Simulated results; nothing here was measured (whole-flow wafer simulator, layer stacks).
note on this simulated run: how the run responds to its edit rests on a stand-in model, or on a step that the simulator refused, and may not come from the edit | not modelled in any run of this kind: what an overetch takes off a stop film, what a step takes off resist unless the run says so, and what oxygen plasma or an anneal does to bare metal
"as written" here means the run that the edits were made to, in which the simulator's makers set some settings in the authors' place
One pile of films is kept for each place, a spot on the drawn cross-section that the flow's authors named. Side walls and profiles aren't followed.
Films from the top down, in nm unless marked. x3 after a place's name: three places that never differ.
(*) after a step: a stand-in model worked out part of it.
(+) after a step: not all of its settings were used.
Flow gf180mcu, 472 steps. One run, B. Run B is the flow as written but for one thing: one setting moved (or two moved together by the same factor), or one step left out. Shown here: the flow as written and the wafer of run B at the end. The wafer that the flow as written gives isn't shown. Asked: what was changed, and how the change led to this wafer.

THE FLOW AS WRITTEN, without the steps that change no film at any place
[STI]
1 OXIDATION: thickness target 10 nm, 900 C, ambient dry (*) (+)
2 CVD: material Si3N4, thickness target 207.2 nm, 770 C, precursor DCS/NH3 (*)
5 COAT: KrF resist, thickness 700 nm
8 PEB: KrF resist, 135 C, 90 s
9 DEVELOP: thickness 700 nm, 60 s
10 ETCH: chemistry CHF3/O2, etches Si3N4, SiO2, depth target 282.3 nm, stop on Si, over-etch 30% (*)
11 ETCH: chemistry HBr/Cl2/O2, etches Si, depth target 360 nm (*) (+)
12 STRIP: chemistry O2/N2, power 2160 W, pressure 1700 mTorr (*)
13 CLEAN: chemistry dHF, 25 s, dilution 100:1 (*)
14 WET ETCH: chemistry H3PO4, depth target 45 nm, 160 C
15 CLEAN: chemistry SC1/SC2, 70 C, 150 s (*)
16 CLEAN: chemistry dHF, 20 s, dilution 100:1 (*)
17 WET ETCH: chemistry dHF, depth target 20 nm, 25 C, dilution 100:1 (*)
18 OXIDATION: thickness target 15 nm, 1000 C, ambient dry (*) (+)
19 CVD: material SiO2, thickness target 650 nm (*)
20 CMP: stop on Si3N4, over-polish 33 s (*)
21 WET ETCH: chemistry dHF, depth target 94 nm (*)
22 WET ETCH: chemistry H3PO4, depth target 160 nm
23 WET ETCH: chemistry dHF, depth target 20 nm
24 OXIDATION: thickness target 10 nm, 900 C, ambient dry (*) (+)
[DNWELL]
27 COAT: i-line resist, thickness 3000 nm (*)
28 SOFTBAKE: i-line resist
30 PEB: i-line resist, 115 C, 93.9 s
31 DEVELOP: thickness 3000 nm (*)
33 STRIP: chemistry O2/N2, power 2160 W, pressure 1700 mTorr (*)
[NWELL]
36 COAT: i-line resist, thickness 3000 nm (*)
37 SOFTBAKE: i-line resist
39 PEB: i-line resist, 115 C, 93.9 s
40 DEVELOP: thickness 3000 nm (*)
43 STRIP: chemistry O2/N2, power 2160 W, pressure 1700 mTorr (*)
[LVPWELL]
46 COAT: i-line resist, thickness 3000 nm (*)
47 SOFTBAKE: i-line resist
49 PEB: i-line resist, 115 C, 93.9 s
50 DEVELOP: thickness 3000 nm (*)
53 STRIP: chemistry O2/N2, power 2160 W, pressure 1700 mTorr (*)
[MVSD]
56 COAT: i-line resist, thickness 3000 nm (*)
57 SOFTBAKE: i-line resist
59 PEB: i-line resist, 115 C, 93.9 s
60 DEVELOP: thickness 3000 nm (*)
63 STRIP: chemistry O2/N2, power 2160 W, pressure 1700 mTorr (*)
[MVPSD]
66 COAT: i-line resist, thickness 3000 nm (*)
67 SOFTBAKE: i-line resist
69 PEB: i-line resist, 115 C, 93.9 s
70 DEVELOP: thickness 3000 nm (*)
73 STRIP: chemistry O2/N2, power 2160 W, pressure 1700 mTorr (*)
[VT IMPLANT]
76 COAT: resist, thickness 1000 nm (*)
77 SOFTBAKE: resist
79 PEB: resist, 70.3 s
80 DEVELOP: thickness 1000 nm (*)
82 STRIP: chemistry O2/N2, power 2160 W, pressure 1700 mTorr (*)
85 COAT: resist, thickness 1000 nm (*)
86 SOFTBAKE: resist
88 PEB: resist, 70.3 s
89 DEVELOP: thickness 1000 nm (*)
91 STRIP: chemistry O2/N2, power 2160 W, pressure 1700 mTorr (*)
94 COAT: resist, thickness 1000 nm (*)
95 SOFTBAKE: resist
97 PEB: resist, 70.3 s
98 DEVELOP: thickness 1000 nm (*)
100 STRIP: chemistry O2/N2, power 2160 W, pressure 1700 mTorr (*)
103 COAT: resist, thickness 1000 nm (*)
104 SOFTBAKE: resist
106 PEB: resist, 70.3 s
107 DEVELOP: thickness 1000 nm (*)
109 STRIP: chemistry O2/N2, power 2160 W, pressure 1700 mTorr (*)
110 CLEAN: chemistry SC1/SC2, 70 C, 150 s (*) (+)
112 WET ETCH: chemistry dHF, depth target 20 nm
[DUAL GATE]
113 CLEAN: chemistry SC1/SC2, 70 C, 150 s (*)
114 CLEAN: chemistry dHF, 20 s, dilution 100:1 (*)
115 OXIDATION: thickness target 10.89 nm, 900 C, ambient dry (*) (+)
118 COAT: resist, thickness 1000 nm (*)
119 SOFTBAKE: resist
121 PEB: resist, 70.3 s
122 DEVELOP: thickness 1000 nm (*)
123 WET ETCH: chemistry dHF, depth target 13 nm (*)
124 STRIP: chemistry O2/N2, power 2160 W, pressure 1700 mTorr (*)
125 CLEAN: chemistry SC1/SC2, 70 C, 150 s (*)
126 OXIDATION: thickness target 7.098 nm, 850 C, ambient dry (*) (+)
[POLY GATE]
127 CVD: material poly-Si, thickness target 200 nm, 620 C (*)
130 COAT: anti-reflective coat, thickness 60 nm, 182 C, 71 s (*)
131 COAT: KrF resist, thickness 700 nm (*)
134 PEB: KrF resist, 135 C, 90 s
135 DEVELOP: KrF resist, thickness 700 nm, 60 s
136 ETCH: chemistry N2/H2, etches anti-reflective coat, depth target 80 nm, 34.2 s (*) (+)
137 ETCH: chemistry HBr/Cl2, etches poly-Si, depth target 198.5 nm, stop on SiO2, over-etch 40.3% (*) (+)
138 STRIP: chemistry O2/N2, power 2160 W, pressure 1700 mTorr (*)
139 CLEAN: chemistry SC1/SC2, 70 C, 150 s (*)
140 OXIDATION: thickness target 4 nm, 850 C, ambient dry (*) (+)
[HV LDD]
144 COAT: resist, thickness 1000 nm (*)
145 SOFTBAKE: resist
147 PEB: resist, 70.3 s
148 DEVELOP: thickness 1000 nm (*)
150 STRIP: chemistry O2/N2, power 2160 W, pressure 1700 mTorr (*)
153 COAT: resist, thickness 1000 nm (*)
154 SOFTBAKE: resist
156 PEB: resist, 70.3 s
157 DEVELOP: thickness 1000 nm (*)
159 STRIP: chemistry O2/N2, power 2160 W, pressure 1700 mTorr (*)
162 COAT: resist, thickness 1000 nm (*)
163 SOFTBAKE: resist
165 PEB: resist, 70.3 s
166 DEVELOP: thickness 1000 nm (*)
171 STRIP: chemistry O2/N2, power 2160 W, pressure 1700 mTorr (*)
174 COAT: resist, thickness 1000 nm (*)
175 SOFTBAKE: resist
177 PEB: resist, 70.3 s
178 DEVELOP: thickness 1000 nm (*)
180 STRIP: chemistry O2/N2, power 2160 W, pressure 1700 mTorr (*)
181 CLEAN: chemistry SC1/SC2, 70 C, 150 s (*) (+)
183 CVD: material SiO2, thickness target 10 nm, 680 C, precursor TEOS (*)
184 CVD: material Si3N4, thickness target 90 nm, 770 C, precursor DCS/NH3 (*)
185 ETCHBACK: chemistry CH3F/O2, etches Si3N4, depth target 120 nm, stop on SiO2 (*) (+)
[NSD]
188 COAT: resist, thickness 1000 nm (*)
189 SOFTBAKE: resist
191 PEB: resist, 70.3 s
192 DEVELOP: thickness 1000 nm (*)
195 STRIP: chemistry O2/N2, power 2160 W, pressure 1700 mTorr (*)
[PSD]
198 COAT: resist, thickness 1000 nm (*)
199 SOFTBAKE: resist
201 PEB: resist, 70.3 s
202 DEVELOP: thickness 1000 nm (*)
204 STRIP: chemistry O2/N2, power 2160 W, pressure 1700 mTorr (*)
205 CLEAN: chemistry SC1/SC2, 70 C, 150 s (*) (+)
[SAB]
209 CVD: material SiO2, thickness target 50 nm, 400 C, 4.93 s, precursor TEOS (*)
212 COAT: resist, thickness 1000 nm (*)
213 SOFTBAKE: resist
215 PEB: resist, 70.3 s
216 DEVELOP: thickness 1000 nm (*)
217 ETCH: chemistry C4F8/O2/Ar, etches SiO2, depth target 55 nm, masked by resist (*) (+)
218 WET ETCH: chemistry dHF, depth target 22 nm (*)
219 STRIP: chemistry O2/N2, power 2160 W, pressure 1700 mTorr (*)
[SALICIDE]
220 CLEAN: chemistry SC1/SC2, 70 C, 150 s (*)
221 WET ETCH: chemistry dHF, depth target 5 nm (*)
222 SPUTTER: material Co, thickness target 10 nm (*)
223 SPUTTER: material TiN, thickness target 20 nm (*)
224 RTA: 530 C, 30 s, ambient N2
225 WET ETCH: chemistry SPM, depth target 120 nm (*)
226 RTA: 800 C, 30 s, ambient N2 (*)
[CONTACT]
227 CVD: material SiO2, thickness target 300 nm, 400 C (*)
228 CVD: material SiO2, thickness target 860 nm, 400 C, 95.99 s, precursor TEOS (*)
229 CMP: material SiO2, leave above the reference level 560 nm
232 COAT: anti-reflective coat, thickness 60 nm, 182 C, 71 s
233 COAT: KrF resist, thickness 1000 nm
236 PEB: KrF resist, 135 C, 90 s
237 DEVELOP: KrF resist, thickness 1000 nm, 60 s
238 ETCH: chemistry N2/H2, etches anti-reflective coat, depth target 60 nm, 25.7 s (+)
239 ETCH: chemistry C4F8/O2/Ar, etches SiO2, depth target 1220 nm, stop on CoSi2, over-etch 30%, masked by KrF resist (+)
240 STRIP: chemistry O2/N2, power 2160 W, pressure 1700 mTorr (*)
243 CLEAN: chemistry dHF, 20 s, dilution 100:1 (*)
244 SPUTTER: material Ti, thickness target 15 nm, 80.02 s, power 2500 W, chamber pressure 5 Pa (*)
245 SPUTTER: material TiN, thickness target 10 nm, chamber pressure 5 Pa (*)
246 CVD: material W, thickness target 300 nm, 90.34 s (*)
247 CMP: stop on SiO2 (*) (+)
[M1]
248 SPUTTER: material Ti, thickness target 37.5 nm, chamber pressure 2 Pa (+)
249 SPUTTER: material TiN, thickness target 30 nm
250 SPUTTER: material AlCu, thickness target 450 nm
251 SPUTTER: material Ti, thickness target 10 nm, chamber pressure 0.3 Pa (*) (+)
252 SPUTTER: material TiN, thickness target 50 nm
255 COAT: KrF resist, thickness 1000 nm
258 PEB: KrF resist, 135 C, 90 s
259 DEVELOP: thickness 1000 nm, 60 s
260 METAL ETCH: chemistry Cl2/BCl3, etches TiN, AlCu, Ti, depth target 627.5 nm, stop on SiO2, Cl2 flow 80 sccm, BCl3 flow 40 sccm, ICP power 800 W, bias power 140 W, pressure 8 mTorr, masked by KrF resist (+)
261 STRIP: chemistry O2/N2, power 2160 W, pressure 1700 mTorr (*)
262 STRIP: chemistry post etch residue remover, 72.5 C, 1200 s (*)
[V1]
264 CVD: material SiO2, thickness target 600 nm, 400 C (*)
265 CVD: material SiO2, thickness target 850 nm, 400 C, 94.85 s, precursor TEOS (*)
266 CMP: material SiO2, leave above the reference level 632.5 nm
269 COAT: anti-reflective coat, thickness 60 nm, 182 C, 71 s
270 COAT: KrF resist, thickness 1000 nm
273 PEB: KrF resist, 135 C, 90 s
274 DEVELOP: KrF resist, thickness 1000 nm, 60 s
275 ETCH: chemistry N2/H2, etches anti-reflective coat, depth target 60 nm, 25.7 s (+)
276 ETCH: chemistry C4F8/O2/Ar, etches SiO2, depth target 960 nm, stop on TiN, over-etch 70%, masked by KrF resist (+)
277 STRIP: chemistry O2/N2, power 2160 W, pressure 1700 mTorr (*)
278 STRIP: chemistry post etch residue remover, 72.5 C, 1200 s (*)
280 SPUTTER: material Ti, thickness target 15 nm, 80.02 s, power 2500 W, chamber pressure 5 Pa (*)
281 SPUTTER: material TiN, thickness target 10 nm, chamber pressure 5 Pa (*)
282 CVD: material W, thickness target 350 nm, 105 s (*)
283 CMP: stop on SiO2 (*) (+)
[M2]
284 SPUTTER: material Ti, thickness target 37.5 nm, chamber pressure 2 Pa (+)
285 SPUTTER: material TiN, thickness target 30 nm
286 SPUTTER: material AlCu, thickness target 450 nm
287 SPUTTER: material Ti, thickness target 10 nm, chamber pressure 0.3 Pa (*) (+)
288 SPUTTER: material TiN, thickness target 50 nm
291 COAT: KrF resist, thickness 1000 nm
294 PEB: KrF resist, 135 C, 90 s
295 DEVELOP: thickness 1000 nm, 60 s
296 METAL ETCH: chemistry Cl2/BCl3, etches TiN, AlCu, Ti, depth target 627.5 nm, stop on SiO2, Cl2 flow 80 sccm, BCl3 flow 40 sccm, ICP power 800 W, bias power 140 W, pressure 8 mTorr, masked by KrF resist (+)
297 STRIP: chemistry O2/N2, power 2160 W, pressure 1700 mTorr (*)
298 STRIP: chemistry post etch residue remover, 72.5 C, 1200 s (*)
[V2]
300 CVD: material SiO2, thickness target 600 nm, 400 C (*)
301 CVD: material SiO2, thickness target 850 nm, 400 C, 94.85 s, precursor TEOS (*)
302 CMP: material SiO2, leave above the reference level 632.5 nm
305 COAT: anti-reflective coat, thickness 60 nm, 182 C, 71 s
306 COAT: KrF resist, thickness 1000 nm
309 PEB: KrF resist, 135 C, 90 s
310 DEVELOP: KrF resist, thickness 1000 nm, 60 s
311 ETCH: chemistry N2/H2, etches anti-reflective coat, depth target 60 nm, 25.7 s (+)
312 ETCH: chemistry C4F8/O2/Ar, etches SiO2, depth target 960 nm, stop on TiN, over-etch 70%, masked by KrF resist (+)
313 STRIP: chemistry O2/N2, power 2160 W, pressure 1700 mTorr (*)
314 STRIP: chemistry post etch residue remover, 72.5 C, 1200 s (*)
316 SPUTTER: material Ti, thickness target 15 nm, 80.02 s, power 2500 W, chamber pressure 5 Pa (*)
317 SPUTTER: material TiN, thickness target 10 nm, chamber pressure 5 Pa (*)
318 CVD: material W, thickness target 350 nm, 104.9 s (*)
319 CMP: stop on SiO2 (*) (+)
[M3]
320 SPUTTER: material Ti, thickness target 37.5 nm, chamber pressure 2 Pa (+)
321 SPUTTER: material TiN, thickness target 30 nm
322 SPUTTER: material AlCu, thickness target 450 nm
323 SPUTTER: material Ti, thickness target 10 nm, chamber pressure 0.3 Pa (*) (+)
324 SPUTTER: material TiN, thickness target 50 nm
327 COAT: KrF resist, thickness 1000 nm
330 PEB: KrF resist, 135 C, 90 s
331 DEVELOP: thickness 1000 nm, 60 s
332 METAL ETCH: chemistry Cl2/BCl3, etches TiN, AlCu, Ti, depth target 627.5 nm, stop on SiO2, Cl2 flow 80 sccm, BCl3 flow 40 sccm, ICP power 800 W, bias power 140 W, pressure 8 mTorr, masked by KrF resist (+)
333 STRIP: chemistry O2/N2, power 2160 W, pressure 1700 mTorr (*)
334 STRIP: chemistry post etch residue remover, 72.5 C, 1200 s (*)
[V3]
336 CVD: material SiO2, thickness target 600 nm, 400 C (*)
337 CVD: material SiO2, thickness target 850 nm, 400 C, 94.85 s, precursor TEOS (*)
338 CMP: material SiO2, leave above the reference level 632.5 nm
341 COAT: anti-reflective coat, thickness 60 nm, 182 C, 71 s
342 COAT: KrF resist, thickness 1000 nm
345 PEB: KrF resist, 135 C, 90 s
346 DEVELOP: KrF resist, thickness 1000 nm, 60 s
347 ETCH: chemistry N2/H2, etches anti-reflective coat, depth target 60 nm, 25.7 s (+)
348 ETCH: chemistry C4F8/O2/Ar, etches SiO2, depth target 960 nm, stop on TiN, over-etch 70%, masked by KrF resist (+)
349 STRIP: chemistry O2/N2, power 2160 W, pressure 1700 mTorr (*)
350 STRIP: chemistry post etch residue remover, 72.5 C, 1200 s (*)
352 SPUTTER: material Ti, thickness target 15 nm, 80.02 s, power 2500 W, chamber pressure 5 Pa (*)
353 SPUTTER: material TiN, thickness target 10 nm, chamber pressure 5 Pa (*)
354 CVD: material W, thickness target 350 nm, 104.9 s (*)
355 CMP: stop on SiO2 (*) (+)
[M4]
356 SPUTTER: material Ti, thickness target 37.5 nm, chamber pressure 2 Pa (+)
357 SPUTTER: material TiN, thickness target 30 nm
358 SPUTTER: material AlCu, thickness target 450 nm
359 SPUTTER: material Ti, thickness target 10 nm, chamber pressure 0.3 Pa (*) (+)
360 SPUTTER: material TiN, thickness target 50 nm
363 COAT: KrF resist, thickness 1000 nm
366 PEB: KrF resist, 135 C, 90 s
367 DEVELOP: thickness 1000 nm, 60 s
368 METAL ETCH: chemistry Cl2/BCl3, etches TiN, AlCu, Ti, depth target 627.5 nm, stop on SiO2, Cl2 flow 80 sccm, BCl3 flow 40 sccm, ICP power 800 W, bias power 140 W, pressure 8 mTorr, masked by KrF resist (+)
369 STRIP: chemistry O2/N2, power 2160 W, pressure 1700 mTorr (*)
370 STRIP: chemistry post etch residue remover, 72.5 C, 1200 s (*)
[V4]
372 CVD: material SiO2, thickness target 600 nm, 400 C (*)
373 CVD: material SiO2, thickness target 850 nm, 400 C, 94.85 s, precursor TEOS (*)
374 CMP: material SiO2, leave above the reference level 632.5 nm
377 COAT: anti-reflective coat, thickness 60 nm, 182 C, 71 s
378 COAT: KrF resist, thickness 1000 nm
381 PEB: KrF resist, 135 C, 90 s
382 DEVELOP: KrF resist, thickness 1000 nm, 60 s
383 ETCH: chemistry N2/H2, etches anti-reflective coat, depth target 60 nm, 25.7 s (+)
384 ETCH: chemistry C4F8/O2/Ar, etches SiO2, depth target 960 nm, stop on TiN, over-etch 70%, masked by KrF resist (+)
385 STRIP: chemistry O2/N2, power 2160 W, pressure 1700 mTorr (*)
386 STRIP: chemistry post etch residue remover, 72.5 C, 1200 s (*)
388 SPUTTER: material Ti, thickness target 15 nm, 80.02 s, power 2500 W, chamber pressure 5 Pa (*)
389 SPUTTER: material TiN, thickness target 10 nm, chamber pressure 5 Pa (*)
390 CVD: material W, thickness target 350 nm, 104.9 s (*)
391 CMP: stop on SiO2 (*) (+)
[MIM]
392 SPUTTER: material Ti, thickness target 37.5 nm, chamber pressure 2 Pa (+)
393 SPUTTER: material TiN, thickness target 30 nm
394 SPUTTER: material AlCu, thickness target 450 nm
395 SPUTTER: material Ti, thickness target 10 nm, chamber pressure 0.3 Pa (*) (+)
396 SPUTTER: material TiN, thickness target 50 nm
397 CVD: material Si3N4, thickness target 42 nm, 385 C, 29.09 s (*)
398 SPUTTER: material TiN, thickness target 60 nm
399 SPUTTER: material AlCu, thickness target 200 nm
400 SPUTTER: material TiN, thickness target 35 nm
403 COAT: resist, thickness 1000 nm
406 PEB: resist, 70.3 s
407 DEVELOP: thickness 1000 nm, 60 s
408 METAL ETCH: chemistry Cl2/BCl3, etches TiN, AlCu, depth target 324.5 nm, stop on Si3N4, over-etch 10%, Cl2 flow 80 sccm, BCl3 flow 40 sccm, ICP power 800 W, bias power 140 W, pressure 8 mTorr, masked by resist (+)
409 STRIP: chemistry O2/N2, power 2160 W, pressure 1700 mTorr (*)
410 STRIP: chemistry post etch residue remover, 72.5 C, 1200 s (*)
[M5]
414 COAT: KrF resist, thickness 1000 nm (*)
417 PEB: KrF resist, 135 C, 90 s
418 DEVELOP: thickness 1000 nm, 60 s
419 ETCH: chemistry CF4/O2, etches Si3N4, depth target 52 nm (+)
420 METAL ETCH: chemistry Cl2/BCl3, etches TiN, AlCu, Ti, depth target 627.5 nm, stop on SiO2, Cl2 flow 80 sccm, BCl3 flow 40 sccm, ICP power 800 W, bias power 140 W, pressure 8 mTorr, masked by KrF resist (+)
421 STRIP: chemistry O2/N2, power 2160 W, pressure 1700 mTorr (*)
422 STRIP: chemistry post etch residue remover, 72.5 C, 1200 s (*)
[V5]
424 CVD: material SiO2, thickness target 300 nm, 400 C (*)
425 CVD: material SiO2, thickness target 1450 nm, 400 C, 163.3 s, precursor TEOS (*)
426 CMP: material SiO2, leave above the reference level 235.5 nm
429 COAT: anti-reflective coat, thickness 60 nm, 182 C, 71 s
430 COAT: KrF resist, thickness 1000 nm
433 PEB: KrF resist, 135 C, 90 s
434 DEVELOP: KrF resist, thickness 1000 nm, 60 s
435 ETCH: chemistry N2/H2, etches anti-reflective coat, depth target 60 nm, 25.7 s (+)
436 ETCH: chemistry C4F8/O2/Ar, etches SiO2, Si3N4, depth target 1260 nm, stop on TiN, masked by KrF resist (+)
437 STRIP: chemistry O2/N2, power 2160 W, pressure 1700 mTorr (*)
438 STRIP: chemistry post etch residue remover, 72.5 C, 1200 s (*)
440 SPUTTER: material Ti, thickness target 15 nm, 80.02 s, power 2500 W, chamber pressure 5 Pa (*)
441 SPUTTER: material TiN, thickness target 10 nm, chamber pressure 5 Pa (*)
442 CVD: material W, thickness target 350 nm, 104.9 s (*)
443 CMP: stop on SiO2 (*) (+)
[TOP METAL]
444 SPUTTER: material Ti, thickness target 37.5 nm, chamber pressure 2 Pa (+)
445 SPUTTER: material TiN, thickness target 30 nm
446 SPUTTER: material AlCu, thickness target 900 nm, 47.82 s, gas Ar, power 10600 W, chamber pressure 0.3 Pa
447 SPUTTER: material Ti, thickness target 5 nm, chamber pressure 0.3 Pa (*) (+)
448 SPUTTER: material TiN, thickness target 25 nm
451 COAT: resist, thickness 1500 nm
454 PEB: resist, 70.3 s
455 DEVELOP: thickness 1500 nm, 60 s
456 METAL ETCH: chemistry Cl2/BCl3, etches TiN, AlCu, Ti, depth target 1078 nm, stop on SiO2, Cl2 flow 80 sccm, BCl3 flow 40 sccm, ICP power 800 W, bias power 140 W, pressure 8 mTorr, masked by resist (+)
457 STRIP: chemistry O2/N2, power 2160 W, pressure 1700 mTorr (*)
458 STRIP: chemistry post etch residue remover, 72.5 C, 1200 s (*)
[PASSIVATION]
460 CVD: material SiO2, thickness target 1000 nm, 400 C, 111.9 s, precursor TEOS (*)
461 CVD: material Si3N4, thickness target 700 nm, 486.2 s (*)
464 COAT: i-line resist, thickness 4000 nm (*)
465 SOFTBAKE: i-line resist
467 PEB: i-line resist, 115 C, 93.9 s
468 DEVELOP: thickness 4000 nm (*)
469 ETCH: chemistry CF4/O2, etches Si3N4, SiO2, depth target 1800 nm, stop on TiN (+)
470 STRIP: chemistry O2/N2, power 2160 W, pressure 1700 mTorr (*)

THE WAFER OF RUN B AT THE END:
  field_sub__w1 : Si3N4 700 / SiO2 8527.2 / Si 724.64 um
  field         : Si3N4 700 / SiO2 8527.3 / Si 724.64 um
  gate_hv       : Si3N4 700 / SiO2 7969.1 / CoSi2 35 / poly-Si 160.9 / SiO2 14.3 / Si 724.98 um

The cause: step 374, CMP: leave above the reference level 986.7 nm was run, where the flow has leave above the reference level 632.5 nm.

How the change led to this, step by step:
  374 CMP: material SiO2, leave above the reference level 632.5 nm
      field, field__w1, field__w2 and 103 more: nothing (as written it would be: SiO2 -300)
      field__w8, contact, m1, m1__w1, m1_nw: SiO2 -522.9 (as written it would be: SiO2 -877.1)
  377 COAT: anti-reflective coat, thickness 60 nm, 182 C, 71 s
      field: anti-reflective coat +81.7 (new film) (as written it would be: anti-reflective coat +60 (new film))
      field__w8: anti-reflective coat +30.4 (new film) (as written it would be: anti-reflective coat +60 (new film))
      (and at 11 more places)
  378 COAT: KrF resist, thickness 1000 nm
      m1: KrF resist +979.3 (new film) (as written it would be: KrF resist +1000 (new film))
      m1_nw: KrF resist +977.5 (new film) (as written it would be: KrF resist +1000 (new film))
  383 ETCH: chemistry N2/H2, etches anti-reflective coat, depth target 60 nm, 25.7 s (+)
      contact: anti-reflective coat -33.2 (all of it), SiO2 -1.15 (as written it would be: anti-reflective coat -60 (all of it), SiO2 -0.46)
  384 ETCH: chemistry C4F8/O2/Ar, etches SiO2, depth target 960 nm, stop on TiN, over-etch 70%, masked by KrF resist (+)
      contact: SiO2 -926 (all of it) (as written it would be: SiO2 -572.5 (all of it))
  385 STRIP: chemistry O2/N2, power 2160 W, pressure 1700 mTorr (*)
      field: KrF resist -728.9 (all of it), anti-reflective coat -81.7 (all of it) (as written it would be: KrF resist -739.2 (all of it), anti-reflective coat -60 (all of it))
      field__w8: KrF resist -733.5 (all of it), anti-reflective coat -30.4 (all of it) (as written it would be: KrF resist -739.2 (all of it), anti-reflective coat -60 (all of it))
      (and at 12 more places)
  388 SPUTTER: material Ti, thickness target 15 nm, 80.02 s, power 2500 W, chamber pressure 5 Pa (*)
      contact: Ti +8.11 (new film) (as written it would be: Ti +9.65 (new film))
  389 SPUTTER: material TiN, thickness target 10 nm, chamber pressure 5 Pa (*)
      contact: TiN +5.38 (new film) (as written it would be: TiN +6.4 (new film))
  390 CVD: material W, thickness target 350 nm, 104.9 s (*)
      contact: W +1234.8 (new film) (as written it would be: W +932.3 (new film))
  391 CMP: stop on SiO2 (*) (+)
      m1, m1__w1, m1_nw: W -350 (all of it), TiN -10 (all of it), Ti -15 (all of it), SiO2 -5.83 (as written it would be: W -350 (all of it), TiN -10 (all of it), Ti -15 (all of it), SiO2 -3.78)
      field__w8: W -350 (all of it), TiN -10 (all of it), Ti -15 (all of it), SiO2 -5.84 (as written it would be: W -350 (all of it), TiN -10 (all of it), Ti -15 (all of it), SiO2 -3.78)
  403 COAT: resist, thickness 1000 nm
      field__w8: resist +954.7 (new film) (as written it would be: resist +1000 (new film))
      m1: resist +954.4 (new film) (as written it would be: resist +1000 (new film))
      (and at 2 more places)
  404 SOFTBAKE: resist
      polyc_n, polyc_p: resist +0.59 (as written it would be: nothing)
      field: resist -0.63 (as written it would be: nothing)
      (and at 12 more places)
  406 PEB: resist, 70.3 s
      field__w8, m1, m1__w1: resist -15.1 (as written it would be: resist -15.9)
      m1_nw: resist -15.2 (as written it would be: resist -15.9)
  407 DEVELOP: thickness 1000 nm, 60 s
      field__w8: resist -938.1 (all of it) (as written it would be: resist -984.1 (all of it))
      m1: resist -937.5 (all of it) (as written it would be: resist -984.1 (all of it))
      (and at 2 more places)
  414 COAT: KrF resist, thickness 1000 nm (*)
      field__w8: KrF resist +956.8 (new film) (as written it would be: KrF resist +1000 (new film))
      m1: KrF resist +956.9 (new film) (as written it would be: KrF resist +1000.5 (new film))
      (and at 2 more places)
  421 STRIP: chemistry O2/N2, power 2160 W, pressure 1700 mTorr (*)
      field__w8: KrF resist -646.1 (all of it) (as written it would be: KrF resist -688.9 (all of it))
      m1: KrF resist -646.2 (all of it) (as written it would be: KrF resist -689.3 (all of it))
      (and at 2 more places)
  426 CMP: material SiO2, leave above the reference level 235.5 nm
      field__w8, m1, m1__w1, m1_nw: SiO2 -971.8 (as written it would be: SiO2 -919.6)
